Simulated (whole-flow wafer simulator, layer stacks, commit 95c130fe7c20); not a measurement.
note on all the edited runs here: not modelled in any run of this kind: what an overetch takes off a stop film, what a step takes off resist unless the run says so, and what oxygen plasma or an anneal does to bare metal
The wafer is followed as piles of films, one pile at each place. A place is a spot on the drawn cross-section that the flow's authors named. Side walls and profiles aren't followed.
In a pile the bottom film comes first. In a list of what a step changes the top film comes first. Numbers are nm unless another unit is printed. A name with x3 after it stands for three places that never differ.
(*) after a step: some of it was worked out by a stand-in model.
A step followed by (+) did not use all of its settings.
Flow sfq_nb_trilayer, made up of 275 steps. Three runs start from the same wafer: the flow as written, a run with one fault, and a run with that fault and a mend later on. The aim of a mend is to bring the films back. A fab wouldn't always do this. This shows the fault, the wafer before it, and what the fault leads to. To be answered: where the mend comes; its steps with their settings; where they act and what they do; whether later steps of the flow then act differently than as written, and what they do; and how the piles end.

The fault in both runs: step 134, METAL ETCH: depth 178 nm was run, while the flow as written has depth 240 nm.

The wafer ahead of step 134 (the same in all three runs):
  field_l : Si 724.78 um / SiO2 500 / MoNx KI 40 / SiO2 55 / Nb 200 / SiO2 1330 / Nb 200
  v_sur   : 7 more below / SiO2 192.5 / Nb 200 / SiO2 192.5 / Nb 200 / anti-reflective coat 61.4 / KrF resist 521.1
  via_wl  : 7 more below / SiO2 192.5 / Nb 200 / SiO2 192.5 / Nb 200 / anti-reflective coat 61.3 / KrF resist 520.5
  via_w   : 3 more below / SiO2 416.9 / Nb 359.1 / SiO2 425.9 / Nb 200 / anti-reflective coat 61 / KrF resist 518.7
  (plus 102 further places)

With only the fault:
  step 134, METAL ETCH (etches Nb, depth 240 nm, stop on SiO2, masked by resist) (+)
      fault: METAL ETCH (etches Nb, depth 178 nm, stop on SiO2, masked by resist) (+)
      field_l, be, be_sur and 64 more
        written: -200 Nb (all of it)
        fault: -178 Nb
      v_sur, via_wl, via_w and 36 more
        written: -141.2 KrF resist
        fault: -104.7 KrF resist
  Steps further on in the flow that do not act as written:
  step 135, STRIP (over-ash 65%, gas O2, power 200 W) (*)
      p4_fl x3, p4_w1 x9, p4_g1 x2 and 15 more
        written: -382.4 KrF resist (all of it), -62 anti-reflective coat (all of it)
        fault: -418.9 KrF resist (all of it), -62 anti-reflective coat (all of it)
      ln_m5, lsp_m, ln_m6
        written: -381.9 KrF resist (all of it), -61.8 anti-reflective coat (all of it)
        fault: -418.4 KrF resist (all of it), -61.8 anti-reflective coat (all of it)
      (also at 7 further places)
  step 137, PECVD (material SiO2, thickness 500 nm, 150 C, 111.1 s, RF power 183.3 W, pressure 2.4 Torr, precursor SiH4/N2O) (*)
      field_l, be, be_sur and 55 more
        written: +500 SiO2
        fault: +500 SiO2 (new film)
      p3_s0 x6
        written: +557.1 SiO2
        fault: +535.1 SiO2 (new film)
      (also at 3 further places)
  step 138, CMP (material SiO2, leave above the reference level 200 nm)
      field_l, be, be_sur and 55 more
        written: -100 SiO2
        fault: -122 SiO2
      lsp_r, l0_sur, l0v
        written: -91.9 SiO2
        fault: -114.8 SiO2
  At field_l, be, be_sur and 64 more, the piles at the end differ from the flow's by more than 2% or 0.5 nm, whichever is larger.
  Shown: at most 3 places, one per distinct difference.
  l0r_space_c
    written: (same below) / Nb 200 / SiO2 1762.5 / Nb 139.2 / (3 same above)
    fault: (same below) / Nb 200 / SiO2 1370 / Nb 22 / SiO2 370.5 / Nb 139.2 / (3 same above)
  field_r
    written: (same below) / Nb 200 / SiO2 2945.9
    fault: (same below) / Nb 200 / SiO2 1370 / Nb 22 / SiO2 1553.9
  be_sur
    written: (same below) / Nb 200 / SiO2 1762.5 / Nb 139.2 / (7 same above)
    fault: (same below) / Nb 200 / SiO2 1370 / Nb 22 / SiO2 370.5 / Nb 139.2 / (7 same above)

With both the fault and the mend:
  The mend stands after step 134.
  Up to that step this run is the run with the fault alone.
  step 134a, METAL ETCH (etches Nb, depth 62 nm, stop on SiO2, masked by resist) (+) (a further turn of the flow's step 134, with different settings)
      field_l, be, be_sur and 64 more
        -22 Nb (all of it)
      v_sur, via_wl, via_w and 36 more
        -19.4 KrF resist
  Steps further on in the flow that do not act as written:
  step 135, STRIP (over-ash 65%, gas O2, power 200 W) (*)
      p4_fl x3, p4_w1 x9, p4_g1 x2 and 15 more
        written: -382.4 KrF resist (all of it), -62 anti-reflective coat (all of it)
        mend: -399.4 KrF resist (all of it), -62 anti-reflective coat (all of it)
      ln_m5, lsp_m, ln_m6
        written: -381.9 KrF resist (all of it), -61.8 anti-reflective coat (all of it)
        mend: -399 KrF resist (all of it), -61.8 anti-reflective coat (all of it)
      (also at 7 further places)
  The piles end the same as the flow's at every place that both follow.
